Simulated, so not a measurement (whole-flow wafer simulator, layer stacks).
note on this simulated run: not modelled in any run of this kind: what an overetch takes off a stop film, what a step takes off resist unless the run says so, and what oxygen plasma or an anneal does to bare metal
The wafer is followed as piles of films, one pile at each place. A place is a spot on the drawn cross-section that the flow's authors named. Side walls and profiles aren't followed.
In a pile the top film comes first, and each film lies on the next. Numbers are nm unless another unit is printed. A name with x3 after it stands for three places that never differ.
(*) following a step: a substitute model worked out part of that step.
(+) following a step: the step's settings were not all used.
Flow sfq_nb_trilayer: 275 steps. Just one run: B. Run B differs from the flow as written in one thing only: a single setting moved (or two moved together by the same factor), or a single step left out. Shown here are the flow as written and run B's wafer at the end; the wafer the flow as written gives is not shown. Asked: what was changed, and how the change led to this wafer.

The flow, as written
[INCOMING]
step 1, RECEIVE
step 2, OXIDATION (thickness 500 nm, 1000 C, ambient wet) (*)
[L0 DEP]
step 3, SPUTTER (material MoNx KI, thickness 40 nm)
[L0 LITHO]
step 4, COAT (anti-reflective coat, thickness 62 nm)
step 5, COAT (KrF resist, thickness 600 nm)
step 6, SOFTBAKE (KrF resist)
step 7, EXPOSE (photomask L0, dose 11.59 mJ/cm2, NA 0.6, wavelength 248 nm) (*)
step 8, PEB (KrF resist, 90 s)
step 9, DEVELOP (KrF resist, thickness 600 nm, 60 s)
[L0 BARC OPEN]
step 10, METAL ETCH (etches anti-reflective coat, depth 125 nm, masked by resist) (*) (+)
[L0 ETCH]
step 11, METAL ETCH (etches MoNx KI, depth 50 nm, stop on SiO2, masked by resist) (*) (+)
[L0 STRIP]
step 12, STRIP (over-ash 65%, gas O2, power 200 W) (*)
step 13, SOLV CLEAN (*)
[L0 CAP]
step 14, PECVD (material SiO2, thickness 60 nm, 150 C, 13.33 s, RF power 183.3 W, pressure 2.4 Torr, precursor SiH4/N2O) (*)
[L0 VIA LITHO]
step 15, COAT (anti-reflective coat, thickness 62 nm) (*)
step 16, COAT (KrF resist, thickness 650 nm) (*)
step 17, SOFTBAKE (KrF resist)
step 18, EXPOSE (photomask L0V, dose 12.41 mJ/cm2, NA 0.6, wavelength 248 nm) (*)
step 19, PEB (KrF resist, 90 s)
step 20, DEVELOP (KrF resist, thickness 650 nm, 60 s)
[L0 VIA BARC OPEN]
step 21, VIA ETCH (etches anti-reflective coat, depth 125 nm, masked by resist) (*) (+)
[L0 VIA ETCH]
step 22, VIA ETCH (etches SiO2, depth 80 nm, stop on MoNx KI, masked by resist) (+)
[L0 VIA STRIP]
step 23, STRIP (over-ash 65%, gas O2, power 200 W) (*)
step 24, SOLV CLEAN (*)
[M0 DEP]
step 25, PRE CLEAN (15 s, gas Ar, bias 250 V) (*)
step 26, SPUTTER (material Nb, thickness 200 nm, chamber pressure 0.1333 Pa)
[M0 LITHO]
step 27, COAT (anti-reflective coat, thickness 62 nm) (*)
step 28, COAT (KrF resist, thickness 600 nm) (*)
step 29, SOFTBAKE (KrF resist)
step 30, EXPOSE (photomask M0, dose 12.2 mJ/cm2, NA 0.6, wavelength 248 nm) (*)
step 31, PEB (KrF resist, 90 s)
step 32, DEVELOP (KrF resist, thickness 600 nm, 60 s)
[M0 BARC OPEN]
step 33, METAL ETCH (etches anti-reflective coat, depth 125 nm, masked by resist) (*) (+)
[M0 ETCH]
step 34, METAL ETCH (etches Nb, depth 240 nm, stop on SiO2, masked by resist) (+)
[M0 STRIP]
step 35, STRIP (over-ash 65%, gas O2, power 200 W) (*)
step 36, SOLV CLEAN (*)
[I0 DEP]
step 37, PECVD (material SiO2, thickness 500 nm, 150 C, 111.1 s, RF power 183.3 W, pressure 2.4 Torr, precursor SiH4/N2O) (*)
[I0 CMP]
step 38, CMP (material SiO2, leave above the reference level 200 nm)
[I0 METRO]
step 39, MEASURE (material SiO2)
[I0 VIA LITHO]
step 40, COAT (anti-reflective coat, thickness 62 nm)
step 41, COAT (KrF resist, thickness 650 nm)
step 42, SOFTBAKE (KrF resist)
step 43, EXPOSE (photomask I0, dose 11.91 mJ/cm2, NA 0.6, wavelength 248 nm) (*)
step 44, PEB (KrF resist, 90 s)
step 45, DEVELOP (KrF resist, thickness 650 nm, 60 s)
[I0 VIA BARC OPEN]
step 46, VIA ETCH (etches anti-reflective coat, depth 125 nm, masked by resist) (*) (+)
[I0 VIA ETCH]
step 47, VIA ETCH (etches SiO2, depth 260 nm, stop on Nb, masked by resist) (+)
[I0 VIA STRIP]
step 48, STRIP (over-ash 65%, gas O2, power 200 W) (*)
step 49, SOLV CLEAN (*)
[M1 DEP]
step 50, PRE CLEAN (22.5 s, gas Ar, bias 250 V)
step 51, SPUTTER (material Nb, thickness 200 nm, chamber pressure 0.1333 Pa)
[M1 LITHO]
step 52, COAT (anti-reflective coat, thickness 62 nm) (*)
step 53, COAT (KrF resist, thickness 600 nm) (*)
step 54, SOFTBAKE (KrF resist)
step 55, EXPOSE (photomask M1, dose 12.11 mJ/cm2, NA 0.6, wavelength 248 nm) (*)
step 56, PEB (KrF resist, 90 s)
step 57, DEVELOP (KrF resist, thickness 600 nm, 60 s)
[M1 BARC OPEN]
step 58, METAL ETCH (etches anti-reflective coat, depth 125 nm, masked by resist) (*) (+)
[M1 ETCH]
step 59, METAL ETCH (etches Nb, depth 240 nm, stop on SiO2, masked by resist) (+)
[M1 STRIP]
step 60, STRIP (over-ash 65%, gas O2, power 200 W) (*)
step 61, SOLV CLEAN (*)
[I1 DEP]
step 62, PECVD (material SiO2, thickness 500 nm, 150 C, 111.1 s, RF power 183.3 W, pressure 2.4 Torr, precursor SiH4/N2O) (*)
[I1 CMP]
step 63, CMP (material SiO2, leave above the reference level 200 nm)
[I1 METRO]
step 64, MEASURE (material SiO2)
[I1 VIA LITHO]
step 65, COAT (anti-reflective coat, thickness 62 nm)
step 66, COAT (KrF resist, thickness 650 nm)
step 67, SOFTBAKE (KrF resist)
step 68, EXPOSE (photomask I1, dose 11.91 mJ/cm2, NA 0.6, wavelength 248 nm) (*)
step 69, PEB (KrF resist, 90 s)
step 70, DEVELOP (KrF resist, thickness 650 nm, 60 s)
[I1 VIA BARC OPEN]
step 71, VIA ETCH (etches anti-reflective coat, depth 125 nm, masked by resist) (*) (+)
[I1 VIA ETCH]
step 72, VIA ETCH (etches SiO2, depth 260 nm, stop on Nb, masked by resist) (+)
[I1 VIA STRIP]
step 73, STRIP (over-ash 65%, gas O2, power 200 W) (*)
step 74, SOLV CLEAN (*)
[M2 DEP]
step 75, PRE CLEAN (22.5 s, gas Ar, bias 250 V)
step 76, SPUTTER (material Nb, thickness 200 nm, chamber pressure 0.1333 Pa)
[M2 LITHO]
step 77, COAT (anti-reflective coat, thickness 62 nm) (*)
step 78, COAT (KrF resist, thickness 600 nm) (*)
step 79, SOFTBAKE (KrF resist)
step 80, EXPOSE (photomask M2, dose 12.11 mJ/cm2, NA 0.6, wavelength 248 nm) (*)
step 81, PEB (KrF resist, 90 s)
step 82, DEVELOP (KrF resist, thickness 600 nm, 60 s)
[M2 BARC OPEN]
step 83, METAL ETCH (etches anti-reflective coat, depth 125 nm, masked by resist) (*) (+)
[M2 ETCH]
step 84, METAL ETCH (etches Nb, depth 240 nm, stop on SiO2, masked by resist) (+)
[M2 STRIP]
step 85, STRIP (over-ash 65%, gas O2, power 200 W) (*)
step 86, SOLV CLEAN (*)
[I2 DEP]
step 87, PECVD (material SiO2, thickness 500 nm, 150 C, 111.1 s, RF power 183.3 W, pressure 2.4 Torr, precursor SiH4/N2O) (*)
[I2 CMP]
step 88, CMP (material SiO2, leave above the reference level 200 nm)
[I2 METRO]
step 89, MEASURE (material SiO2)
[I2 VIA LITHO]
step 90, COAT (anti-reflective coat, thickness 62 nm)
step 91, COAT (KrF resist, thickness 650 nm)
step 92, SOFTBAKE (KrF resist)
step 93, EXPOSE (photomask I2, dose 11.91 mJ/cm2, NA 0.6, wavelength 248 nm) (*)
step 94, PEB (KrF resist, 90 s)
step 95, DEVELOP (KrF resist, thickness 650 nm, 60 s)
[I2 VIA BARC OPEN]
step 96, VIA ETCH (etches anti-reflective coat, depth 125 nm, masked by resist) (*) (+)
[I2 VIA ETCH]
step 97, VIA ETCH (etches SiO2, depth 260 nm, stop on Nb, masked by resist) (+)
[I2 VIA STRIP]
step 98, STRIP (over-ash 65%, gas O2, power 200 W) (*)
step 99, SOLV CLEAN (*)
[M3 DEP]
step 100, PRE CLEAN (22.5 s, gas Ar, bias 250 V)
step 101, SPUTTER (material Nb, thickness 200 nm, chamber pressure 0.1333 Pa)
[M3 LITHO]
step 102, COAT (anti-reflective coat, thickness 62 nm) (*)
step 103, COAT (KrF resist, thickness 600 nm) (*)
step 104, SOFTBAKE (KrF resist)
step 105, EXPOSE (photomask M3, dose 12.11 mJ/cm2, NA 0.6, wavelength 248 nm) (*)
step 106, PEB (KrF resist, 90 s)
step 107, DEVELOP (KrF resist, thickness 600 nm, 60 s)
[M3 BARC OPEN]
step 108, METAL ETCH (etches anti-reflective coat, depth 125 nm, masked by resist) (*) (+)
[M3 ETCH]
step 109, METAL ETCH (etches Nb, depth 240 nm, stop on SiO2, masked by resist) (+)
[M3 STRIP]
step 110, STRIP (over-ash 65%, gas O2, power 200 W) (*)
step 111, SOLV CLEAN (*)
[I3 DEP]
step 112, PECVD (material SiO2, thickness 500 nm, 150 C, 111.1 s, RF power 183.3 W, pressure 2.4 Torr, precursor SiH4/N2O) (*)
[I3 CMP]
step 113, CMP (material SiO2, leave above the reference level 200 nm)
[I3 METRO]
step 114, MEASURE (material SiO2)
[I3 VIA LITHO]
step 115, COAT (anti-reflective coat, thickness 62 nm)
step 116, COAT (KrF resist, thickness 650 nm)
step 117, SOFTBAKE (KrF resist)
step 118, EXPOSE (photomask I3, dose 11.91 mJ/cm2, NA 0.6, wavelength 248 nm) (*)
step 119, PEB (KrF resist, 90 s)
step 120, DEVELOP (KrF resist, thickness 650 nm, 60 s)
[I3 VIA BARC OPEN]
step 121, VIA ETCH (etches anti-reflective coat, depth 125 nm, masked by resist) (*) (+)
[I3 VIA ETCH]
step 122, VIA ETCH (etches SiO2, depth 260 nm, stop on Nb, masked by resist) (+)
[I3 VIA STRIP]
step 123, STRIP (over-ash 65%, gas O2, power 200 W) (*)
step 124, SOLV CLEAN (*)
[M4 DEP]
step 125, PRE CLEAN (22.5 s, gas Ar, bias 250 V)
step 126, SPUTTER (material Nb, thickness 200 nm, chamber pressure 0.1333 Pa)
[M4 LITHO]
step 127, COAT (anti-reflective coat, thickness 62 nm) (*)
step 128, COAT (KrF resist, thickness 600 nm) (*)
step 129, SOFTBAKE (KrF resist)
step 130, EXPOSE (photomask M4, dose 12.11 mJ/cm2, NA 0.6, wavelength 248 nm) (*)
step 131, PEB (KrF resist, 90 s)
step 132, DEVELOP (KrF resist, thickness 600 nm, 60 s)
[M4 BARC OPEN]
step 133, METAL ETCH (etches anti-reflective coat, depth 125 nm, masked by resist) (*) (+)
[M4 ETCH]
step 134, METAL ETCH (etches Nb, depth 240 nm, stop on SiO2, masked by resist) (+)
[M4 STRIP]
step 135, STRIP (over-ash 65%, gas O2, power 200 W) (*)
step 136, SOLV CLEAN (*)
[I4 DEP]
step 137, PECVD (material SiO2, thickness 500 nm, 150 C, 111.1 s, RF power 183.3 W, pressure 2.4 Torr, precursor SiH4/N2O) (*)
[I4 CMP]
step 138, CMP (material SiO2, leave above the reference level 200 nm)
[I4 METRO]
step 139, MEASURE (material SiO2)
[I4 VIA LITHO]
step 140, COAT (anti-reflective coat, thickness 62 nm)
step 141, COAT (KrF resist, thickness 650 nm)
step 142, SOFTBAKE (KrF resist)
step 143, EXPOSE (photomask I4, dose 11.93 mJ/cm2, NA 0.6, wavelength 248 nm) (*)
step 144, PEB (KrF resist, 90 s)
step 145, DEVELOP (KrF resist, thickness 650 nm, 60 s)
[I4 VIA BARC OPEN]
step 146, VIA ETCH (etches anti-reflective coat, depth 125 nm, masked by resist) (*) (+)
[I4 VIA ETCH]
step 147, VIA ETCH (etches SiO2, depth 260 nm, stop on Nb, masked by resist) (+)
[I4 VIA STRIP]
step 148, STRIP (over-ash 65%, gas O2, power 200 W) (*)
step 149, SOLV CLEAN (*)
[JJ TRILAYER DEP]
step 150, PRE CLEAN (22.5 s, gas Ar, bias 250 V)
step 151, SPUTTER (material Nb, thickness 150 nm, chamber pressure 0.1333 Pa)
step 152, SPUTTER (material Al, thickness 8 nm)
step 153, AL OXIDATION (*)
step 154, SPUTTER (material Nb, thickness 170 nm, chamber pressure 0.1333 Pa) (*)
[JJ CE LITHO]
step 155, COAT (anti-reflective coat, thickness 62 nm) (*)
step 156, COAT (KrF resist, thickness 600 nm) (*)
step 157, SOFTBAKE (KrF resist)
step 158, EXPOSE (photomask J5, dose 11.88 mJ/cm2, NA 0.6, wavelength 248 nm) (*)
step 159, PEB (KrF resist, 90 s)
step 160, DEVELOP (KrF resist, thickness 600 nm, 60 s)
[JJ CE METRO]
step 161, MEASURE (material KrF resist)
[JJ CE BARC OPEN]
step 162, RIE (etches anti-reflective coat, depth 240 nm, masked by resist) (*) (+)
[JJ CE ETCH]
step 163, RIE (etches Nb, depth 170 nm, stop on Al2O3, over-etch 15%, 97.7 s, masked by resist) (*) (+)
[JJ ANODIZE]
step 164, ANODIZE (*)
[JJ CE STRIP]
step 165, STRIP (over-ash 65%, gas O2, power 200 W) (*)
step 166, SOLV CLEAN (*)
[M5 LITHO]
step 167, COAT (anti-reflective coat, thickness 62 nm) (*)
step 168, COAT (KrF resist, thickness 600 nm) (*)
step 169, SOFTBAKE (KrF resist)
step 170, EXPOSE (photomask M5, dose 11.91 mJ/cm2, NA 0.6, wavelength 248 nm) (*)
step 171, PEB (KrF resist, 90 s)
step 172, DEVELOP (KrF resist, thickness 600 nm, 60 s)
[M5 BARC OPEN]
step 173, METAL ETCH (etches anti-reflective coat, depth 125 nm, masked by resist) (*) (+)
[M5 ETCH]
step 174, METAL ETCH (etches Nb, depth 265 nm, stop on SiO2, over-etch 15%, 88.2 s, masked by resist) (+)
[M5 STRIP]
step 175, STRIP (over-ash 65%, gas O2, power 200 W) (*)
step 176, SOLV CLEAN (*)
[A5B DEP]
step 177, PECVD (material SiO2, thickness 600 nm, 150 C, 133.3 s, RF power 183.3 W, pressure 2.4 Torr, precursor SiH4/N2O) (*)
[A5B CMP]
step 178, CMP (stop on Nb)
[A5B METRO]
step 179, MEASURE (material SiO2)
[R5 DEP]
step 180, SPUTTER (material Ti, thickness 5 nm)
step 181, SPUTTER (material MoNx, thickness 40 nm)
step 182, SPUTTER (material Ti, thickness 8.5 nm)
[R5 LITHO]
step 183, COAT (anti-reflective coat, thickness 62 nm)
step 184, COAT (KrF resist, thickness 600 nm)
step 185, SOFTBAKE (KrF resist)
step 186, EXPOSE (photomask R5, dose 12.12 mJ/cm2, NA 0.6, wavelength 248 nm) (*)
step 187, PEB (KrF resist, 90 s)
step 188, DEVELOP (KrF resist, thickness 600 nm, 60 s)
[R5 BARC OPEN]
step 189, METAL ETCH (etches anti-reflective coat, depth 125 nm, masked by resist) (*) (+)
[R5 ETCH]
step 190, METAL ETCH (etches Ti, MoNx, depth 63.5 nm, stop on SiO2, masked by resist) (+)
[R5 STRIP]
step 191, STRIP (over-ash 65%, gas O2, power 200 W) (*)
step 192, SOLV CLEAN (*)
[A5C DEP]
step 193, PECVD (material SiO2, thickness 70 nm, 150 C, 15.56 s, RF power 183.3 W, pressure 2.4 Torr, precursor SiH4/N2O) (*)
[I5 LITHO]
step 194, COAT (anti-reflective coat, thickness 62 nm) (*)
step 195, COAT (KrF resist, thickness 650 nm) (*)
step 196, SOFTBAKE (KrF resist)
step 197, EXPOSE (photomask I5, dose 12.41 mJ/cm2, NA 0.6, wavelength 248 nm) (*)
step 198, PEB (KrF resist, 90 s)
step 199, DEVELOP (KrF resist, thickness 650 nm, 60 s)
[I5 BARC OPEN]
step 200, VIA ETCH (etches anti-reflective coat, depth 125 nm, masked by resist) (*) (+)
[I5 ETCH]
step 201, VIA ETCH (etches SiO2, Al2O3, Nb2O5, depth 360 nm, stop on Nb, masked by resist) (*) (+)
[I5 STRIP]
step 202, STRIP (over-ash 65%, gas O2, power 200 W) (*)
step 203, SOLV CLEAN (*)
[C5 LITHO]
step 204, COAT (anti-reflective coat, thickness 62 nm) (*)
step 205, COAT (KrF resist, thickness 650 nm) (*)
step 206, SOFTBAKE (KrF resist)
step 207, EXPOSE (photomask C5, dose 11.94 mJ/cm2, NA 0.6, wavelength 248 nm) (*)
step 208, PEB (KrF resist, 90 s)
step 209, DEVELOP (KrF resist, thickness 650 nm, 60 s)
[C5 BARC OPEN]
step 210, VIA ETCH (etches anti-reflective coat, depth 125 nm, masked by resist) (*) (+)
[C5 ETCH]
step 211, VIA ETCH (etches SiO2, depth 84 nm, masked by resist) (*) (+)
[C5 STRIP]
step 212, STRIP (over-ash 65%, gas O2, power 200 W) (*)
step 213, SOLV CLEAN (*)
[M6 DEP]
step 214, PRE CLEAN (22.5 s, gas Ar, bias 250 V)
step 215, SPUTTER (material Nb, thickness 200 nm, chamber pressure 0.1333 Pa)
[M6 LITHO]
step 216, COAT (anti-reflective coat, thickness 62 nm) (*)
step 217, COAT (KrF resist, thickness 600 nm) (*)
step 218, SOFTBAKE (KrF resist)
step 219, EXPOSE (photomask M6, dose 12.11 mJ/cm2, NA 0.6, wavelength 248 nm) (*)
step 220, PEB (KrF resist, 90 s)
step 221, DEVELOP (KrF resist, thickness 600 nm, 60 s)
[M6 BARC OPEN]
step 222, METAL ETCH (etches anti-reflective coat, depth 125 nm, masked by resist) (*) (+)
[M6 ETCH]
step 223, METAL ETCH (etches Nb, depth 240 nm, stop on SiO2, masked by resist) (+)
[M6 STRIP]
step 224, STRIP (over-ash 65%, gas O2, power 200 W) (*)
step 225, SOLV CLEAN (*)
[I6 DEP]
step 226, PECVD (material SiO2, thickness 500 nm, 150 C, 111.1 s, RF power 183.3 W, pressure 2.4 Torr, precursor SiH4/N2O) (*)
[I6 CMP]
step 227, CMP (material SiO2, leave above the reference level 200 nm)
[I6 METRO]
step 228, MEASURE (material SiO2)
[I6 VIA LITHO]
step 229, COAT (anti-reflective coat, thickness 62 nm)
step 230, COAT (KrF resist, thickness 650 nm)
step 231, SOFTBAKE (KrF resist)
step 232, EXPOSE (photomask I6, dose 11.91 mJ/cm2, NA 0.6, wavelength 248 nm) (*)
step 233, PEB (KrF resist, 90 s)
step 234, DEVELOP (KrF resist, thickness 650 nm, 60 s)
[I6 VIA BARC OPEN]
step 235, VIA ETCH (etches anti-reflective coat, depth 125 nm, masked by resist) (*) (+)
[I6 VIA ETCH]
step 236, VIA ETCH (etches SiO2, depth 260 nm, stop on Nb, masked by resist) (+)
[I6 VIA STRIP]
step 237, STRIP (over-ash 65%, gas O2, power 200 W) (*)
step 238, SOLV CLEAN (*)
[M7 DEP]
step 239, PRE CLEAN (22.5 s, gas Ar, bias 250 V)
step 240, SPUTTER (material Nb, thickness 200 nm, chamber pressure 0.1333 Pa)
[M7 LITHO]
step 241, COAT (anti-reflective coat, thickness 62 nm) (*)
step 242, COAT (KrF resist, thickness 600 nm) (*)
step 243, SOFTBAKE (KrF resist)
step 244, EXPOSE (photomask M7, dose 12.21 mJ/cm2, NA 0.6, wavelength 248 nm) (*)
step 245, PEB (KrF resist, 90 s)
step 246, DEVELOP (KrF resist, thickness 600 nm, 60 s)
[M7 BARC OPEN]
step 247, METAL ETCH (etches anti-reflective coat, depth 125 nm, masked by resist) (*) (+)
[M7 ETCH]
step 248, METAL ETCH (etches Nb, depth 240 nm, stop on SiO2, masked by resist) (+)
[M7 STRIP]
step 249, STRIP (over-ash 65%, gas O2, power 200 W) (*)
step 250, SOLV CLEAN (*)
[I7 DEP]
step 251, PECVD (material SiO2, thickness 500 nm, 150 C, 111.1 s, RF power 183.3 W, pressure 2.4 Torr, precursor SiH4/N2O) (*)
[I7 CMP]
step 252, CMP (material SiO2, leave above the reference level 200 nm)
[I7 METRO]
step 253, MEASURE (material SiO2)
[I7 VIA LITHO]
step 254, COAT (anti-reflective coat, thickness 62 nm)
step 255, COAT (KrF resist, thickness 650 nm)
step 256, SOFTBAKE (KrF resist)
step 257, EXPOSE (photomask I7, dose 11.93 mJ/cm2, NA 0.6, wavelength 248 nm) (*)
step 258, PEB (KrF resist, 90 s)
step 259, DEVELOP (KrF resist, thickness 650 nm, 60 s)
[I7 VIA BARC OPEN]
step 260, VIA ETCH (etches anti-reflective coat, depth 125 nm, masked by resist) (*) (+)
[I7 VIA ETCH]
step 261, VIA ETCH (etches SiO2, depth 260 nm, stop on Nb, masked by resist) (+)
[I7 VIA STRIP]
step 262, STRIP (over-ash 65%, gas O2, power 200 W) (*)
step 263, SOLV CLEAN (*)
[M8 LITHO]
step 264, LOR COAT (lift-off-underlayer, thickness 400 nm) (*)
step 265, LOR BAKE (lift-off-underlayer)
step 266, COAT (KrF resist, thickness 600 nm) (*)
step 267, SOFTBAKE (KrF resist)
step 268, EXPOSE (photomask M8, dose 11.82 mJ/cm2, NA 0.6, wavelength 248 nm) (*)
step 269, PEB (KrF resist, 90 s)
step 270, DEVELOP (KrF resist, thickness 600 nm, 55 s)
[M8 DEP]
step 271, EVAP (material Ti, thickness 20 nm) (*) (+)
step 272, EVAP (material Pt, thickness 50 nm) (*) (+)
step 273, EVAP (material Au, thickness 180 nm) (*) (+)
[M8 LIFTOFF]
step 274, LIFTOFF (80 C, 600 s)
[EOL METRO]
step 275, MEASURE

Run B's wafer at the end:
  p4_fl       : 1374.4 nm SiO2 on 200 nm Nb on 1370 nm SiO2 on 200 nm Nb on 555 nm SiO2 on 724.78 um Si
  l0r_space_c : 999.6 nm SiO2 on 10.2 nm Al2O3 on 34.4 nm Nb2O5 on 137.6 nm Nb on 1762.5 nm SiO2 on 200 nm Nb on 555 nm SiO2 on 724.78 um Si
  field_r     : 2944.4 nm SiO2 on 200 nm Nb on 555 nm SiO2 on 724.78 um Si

What caused this: step 152, SPUTTER: thickness 6.48 nm was run, though the flow has thickness 8 nm.

The path from the change to this, step by step:
  step 152, SPUTTER (material Al, thickness 8 nm)
      field_l, v_sur, via_sp and 100 more: +6.48 Al (new film) (it would be, as written: +8 Al (new film))
      via_wl, via_wr: +4.16 Al (new film) (it would be, as written: +5.14 Al (new film))
      (as well as at 1 more place)
  step 164, ANODIZE (*)
      field_l, v_sur, via_sp and 96 more: +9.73 Al2O3, +34.4 Nb2O5 (new film), -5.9 Al (all of it), -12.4 Nb (it would be, as written: +12.2 Al2O3, +29.9 Nb2O5 (new film), -7.42 Al (all of it), -10.8 Nb)
      via_wl, via_wr: +5.91 Al2O3 (new film), +42.1 Nb2O5 (new film), -3.58 Al (all of it), -15.1 Nb (it would be, as written: +7.52 Al2O3 (new film), +39.2 Nb2O5 (new film), -4.56 Al (all of it), -14.1 Nb)
      (as well as at 1 more place)
  step 167, COAT (anti-reflective coat, thickness 62 nm) (*)
      ce_l: +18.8 anti-reflective coat (new film) (it would be, as written: +19.6 anti-reflective coat (new film))
      ce_r: +18.9 anti-reflective coat (new film) (it would be, as written: +19.7 anti-reflective coat (new film))
  step 174, METAL ETCH (etches Nb, depth 265 nm, stop on SiO2, over-etch 15%, 88.2 s, masked by resist) (+)
      field_l, r_sur, res and 50 more: -10.1 Al2O3 (all of it), -34.4 Nb2O5 (all of it), -137.6 Nb (all of it), -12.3 SiO2 (it would be, as written: -12.6 Al2O3 (all of it), -29.9 Nb2O5 (all of it), -139.2 Nb (all of it), -12.3 SiO2)
  step 175, STRIP (over-ash 65%, gas O2, power 200 W) (*)
      ce_l: -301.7 KrF resist (all of it), -18.8 anti-reflective coat (all of it) (it would be, as written: -299.6 KrF resist (all of it), -19.6 anti-reflective coat (all of it))
      ce_r: -301.9 KrF resist (all of it), -18.9 anti-reflective coat (all of it) (it would be, as written: -299.9 KrF resist (all of it), -19.7 anti-reflective coat (all of it))
  step 201, VIA ETCH (etches SiO2, Al2O3, Nb2O5, depth 360 nm, stop on Nb, masked by resist) (*) (+)
      be: -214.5 SiO2 (all of it), -10.2 Al2O3 (all of it), -34.4 Nb2O5 (all of it) (it would be, as written: -216.4 SiO2 (all of it), -12.7 Al2O3 (all of it), -29.9 Nb2O5 (all of it))
